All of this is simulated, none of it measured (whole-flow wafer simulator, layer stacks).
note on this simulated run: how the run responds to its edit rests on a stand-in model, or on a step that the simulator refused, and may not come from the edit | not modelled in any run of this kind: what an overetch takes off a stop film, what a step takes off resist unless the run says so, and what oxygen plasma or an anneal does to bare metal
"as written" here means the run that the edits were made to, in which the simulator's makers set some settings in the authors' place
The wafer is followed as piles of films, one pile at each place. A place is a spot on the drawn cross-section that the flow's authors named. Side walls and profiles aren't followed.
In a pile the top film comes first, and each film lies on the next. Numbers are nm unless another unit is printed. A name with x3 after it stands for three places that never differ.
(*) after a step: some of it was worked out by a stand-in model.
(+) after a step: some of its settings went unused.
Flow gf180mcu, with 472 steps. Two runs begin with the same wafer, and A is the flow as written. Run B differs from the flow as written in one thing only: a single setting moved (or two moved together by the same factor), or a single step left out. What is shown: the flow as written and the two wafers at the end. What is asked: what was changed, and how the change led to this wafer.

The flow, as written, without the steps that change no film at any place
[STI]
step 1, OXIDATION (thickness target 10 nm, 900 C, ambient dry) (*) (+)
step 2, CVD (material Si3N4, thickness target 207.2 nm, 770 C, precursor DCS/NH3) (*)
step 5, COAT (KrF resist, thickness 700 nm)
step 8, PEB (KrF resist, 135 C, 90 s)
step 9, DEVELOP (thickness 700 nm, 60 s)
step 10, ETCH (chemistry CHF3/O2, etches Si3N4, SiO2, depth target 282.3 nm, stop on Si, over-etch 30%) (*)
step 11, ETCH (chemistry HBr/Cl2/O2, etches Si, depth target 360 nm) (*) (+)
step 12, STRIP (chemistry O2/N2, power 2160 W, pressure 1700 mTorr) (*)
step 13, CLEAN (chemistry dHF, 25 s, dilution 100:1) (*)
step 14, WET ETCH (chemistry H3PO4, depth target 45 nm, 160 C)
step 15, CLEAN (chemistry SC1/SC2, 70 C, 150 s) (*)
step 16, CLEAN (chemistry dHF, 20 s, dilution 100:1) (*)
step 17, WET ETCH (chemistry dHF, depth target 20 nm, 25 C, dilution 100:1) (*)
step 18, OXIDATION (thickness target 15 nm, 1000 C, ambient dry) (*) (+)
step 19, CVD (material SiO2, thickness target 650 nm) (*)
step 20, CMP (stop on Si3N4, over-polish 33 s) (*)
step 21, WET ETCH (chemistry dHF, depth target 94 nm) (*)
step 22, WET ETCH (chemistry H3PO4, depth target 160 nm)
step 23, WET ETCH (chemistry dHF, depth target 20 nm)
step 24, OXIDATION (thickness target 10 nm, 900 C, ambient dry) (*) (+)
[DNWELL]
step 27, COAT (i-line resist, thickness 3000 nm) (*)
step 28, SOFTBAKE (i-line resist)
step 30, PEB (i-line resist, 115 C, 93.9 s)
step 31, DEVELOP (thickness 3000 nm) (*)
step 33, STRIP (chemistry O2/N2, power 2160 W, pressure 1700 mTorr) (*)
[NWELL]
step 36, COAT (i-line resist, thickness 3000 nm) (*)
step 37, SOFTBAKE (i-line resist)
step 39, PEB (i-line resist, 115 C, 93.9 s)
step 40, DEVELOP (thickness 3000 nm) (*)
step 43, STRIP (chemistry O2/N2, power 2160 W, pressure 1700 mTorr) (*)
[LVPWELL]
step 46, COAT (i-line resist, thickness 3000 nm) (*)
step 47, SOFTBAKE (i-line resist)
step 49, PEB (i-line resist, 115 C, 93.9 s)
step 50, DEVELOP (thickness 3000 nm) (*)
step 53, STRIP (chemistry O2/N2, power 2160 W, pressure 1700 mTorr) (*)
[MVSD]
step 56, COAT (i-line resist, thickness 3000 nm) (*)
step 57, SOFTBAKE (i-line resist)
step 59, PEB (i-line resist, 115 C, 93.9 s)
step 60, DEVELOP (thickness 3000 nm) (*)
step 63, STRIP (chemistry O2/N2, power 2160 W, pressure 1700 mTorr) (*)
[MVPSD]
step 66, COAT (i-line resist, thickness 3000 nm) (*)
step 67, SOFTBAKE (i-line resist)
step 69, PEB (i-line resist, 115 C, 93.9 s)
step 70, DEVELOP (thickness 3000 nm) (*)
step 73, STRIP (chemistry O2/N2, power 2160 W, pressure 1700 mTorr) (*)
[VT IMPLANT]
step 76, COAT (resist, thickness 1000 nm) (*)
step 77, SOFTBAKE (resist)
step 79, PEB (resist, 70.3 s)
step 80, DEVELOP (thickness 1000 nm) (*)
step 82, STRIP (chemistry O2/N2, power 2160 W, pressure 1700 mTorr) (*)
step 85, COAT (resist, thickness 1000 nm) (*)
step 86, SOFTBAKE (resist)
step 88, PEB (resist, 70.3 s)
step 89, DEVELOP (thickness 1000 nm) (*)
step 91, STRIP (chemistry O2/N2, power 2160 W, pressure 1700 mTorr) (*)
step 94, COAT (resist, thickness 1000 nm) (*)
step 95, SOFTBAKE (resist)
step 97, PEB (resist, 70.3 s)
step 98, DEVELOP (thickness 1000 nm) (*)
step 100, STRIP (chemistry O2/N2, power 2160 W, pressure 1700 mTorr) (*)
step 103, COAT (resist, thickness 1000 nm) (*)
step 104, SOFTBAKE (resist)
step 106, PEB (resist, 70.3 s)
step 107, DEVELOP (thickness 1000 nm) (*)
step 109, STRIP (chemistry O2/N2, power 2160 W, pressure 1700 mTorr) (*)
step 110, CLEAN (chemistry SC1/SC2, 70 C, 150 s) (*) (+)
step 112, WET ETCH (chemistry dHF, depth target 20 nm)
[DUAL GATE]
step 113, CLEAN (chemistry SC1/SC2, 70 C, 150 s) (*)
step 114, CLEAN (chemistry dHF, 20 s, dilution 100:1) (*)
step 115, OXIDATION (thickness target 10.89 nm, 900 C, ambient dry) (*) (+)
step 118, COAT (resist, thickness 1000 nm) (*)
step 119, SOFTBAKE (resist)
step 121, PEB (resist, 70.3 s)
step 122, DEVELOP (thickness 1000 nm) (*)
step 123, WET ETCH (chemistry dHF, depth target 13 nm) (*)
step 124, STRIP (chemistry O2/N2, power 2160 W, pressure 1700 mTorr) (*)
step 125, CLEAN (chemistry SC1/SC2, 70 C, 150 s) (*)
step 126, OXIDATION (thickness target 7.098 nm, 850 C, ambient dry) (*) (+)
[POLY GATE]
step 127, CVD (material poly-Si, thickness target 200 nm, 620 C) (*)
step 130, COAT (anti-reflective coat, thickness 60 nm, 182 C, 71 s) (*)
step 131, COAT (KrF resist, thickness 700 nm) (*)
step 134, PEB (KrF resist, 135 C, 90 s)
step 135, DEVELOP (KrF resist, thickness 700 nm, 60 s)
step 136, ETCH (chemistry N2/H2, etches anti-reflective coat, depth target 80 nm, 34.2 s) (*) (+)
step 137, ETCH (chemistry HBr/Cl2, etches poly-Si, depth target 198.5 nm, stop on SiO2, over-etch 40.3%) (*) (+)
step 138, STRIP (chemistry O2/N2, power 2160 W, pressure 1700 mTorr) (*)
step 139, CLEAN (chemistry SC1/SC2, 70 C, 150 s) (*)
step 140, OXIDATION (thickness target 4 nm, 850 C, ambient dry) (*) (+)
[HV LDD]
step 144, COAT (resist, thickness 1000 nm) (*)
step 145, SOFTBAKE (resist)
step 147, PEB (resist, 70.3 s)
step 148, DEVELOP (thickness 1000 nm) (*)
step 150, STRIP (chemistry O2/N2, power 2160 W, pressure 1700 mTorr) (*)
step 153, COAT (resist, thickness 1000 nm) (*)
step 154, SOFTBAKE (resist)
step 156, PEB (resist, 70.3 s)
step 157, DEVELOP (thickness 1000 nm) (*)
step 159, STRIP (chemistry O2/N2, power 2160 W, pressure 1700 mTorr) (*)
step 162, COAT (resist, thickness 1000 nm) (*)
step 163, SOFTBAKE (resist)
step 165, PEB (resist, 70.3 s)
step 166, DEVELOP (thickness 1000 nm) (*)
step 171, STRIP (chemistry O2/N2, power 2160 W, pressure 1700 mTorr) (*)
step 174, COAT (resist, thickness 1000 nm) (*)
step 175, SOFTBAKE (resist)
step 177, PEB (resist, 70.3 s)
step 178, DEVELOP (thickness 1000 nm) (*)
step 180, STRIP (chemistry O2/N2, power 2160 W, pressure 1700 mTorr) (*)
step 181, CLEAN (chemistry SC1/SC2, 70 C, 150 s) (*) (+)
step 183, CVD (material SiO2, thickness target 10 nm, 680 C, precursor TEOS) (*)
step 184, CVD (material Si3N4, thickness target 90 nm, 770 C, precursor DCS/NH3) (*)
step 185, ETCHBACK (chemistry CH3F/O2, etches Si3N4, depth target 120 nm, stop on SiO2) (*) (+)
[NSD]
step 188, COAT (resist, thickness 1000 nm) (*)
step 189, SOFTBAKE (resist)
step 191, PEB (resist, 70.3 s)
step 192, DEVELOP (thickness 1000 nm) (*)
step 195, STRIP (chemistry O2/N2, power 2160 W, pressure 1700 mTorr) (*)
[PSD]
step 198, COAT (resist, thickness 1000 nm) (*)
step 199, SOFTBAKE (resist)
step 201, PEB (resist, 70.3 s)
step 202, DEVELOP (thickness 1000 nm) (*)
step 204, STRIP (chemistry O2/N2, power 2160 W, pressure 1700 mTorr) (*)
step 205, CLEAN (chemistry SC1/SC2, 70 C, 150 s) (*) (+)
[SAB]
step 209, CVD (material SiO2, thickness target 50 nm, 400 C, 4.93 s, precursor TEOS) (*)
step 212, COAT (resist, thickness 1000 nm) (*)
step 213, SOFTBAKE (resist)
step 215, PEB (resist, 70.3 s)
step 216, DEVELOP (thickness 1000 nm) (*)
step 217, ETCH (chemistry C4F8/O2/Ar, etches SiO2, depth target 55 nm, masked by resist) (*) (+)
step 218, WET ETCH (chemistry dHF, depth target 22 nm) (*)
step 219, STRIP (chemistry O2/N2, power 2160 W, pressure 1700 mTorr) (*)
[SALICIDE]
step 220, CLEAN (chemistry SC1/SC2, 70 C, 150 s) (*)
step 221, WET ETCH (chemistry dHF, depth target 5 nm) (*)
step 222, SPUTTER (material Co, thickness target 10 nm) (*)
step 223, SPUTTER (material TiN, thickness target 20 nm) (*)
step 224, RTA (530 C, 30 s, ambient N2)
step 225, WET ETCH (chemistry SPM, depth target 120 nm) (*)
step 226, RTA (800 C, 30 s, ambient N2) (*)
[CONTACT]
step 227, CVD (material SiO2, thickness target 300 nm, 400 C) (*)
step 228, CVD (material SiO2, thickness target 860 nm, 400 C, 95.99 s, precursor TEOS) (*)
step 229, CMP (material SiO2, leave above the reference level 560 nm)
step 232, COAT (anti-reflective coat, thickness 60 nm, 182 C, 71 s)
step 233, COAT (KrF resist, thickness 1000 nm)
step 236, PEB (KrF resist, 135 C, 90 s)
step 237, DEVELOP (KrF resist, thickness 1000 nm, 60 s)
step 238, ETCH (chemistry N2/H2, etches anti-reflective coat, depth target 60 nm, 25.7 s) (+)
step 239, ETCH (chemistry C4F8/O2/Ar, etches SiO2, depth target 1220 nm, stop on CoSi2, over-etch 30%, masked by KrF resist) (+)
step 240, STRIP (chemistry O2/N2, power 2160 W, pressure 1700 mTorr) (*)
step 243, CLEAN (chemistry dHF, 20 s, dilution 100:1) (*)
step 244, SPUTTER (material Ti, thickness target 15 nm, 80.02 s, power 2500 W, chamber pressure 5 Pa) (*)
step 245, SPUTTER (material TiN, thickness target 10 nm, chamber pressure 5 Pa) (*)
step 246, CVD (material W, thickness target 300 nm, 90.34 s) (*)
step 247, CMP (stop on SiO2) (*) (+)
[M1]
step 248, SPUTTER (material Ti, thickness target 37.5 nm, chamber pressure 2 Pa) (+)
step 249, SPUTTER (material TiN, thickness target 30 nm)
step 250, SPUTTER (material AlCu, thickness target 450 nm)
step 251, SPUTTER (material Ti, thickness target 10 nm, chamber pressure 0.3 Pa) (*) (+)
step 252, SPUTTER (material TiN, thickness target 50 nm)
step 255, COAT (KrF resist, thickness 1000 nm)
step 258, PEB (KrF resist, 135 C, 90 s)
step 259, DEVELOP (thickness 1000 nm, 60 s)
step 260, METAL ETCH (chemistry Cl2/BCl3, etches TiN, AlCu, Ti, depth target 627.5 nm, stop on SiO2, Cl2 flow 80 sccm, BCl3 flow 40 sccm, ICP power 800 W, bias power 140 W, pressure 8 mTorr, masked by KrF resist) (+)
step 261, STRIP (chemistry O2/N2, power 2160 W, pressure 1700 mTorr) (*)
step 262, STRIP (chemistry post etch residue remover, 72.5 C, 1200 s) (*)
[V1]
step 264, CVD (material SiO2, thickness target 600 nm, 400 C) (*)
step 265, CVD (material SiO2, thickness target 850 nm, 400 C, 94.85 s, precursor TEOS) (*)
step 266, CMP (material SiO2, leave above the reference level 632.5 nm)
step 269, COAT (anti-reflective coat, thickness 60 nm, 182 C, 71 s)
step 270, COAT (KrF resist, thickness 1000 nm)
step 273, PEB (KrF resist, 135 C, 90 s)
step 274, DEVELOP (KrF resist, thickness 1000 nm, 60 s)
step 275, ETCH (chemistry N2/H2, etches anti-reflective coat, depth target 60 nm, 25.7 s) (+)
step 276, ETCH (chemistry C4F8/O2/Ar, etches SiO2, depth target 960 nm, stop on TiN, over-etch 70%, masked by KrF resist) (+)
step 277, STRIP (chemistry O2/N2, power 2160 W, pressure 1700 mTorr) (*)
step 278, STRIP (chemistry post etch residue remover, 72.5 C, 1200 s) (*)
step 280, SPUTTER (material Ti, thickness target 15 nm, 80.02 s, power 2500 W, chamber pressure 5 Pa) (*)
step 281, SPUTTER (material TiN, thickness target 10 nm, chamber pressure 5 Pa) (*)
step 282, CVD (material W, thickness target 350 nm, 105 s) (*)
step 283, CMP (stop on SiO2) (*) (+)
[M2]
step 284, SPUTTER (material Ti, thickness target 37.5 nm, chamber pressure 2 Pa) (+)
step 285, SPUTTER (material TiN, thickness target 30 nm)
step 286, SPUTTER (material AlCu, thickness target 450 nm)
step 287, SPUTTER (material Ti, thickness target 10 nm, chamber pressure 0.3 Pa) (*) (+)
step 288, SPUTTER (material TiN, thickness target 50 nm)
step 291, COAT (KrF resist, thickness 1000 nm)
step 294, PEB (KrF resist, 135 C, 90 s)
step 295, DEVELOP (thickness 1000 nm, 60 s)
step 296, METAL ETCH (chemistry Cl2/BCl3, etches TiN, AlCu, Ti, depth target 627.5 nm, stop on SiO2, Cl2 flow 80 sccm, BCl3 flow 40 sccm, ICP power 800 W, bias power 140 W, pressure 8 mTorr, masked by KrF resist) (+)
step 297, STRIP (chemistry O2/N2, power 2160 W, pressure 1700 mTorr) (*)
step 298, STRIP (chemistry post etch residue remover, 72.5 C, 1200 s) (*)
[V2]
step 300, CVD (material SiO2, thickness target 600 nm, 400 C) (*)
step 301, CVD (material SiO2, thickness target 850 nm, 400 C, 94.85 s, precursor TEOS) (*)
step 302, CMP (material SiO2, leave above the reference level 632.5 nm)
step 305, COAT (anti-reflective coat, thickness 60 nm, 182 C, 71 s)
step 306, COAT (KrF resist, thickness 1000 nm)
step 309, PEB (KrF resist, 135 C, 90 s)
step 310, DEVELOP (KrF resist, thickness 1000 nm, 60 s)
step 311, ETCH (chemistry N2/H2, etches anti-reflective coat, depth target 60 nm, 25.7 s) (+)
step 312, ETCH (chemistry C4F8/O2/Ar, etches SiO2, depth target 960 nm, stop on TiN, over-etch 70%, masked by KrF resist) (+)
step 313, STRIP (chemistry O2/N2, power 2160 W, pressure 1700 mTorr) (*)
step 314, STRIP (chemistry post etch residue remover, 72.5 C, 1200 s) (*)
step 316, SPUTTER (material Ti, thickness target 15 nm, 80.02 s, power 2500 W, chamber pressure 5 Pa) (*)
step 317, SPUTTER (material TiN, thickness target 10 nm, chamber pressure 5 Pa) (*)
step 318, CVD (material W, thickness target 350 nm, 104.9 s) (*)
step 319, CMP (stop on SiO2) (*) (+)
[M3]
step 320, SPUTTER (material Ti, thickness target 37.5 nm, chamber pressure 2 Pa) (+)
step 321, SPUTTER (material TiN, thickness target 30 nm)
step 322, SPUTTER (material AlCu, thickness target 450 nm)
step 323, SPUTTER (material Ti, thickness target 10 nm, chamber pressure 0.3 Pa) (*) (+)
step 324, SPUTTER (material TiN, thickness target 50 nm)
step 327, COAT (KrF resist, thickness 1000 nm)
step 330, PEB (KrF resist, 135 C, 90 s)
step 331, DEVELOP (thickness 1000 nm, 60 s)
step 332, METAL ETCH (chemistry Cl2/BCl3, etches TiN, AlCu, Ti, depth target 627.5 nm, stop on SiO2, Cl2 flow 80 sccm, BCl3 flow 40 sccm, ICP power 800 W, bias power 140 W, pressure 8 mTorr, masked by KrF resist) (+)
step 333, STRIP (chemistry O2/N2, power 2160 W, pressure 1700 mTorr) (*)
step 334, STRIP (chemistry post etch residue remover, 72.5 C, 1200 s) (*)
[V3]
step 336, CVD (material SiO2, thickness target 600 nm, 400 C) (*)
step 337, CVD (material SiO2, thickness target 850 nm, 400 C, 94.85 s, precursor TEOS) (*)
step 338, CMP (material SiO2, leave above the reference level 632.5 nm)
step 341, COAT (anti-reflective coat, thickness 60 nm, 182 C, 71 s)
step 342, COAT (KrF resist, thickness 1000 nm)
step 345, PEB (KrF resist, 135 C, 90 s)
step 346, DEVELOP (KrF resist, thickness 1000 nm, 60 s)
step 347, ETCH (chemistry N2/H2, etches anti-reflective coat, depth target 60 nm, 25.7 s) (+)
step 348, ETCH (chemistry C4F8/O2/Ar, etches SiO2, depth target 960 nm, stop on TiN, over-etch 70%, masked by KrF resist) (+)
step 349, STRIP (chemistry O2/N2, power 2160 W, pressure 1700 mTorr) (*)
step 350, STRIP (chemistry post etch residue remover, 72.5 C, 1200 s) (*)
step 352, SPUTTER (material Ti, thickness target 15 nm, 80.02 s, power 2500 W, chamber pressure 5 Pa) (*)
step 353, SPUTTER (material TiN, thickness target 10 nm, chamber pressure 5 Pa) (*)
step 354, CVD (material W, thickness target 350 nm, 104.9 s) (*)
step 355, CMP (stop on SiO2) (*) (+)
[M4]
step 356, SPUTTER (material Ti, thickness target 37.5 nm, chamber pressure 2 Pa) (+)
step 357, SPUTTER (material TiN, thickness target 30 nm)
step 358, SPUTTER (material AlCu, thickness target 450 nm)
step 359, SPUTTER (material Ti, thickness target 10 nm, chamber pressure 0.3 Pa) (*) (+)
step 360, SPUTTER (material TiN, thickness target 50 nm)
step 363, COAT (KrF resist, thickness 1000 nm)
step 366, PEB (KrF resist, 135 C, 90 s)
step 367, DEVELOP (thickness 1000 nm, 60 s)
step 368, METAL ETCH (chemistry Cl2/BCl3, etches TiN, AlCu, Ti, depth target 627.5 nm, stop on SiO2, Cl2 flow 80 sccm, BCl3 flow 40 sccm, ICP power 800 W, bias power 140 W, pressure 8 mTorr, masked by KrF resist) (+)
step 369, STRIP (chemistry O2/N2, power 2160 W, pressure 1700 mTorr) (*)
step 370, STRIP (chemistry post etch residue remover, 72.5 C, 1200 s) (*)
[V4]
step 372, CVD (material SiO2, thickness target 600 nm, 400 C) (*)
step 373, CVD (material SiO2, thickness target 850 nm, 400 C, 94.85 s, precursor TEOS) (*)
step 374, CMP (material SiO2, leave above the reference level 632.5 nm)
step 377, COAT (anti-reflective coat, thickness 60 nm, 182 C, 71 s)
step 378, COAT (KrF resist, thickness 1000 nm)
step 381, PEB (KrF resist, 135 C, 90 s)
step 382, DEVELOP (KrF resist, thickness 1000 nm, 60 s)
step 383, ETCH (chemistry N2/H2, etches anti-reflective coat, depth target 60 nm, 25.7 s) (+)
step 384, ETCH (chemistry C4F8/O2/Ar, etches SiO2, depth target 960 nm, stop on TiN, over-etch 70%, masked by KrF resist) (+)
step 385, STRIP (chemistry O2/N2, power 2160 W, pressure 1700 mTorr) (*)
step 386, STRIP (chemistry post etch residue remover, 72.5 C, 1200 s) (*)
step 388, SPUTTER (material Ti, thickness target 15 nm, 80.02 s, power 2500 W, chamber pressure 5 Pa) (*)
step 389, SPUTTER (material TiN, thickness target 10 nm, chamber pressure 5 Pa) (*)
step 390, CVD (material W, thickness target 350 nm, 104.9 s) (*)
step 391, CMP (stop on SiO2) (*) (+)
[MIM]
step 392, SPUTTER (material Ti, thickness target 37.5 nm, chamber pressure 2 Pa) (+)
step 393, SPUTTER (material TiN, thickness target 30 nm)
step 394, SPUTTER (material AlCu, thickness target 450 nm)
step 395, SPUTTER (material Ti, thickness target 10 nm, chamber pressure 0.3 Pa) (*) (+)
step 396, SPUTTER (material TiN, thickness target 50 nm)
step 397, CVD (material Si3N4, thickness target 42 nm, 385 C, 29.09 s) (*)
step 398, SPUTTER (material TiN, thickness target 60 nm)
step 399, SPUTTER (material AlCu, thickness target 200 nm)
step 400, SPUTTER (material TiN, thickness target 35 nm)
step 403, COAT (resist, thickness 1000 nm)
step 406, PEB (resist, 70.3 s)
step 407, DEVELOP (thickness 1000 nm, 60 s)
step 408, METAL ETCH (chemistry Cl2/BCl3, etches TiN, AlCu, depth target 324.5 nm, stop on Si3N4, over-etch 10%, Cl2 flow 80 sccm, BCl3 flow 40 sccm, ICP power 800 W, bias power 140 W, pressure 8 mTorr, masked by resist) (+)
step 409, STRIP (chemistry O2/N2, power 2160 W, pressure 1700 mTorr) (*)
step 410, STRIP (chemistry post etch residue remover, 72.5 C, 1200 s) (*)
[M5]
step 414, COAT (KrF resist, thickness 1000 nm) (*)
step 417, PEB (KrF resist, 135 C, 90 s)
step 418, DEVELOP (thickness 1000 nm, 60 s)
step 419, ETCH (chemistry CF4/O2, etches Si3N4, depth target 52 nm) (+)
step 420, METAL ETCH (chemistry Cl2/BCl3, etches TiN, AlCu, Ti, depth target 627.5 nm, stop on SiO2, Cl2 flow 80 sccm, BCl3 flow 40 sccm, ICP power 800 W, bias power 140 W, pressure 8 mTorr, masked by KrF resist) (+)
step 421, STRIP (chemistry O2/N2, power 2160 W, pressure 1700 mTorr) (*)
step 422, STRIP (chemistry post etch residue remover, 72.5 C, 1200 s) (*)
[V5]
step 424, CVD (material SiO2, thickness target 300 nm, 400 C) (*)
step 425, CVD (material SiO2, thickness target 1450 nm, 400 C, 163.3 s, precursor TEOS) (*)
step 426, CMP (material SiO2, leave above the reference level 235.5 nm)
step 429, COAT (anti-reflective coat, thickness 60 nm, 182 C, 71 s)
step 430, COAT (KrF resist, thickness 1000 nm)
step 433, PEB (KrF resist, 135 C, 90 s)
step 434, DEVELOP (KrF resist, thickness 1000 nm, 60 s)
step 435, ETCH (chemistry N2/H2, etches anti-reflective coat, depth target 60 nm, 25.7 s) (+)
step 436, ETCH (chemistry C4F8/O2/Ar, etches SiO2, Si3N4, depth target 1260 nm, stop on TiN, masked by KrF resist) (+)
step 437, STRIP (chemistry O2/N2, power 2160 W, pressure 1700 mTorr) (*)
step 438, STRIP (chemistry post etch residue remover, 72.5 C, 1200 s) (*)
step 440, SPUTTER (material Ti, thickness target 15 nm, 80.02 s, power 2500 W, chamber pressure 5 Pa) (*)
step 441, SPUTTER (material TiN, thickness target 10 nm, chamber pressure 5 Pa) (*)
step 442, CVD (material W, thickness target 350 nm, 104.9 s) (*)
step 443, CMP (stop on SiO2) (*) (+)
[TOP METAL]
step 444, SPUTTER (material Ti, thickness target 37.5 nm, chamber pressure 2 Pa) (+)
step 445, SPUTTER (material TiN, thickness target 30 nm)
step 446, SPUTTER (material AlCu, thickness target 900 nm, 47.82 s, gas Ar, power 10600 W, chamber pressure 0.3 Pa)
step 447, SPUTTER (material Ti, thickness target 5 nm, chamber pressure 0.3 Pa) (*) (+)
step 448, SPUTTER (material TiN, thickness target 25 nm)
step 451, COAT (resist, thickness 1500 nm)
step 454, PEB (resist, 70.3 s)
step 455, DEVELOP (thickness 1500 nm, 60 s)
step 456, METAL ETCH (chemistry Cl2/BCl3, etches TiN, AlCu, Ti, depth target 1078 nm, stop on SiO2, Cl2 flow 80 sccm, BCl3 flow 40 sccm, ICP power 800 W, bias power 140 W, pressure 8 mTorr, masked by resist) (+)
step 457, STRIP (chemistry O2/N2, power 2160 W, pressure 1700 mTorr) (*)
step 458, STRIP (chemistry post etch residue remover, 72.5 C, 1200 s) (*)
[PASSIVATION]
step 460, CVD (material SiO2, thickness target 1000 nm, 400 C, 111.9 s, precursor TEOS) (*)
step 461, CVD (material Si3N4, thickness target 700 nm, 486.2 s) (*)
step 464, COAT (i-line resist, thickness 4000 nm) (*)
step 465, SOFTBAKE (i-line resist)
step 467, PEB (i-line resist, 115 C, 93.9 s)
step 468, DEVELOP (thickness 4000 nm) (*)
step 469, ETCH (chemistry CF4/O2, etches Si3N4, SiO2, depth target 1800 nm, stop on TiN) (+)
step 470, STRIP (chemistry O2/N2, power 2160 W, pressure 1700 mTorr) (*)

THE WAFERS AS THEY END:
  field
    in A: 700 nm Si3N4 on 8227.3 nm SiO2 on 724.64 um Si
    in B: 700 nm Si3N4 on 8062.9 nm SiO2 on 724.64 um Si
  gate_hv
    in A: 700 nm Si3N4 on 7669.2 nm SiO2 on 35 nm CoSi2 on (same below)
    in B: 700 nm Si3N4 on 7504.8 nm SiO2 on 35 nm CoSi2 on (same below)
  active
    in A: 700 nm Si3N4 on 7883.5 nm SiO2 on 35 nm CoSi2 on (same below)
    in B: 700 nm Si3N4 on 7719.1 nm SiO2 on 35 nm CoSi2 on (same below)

Cause: step 302, CMP: leave above the reference level 468.1 nm was run, though the flow has leave above the reference level 632.5 nm.

Step by step, how the change led to this:
  step 302, CMP (material SiO2, leave above the reference level 632.5 nm)
      field, field__w1, field__w2 and 103 more: A SiO2 loses 300 | B SiO2 loses 464.4
      field__w8, contact, m1, m1__w1, m1_nw: A SiO2 loses 877.1 | B SiO2 loses 1041.5
  step 312, ETCH (chemistry C4F8/O2/Ar, etches SiO2, depth target 960 nm, stop on TiN, over-etch 70%, masked by KrF resist) (+)
      field, field__w1, field__w2 and 107 more: A KrF resist loses 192 | B KrF resist loses 138.7
      contact: A SiO2 loses 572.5 (all of it) | B SiO2 loses 408.1 (all of it)
  step 313, STRIP (chemistry O2/N2, power 2160 W, pressure 1700 mTorr) (*)
      field, field__w1, field__w2 and 107 more: A KrF resist loses 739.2 (all of it), anti-reflective coat loses 60 (all of it) | B KrF resist loses 792.5 (all of it), anti-reflective coat loses 60 (all of it)
  step 316, SPUTTER (material Ti, thickness target 15 nm, 80.02 s, power 2500 W, chamber pressure 5 Pa) (*)
      contact: A Ti gains 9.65 (new film) | B Ti gains 10.6 (new film)
  step 317, SPUTTER (material TiN, thickness target 10 nm, chamber pressure 5 Pa) (*)
      contact: A TiN gains 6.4 (new film) | B TiN gains 7.07 (new film)
  step 318, CVD (material W, thickness target 350 nm, 104.9 s) (*)
      contact: A W gains 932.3 (new film) | B W gains 766.2 (new film)
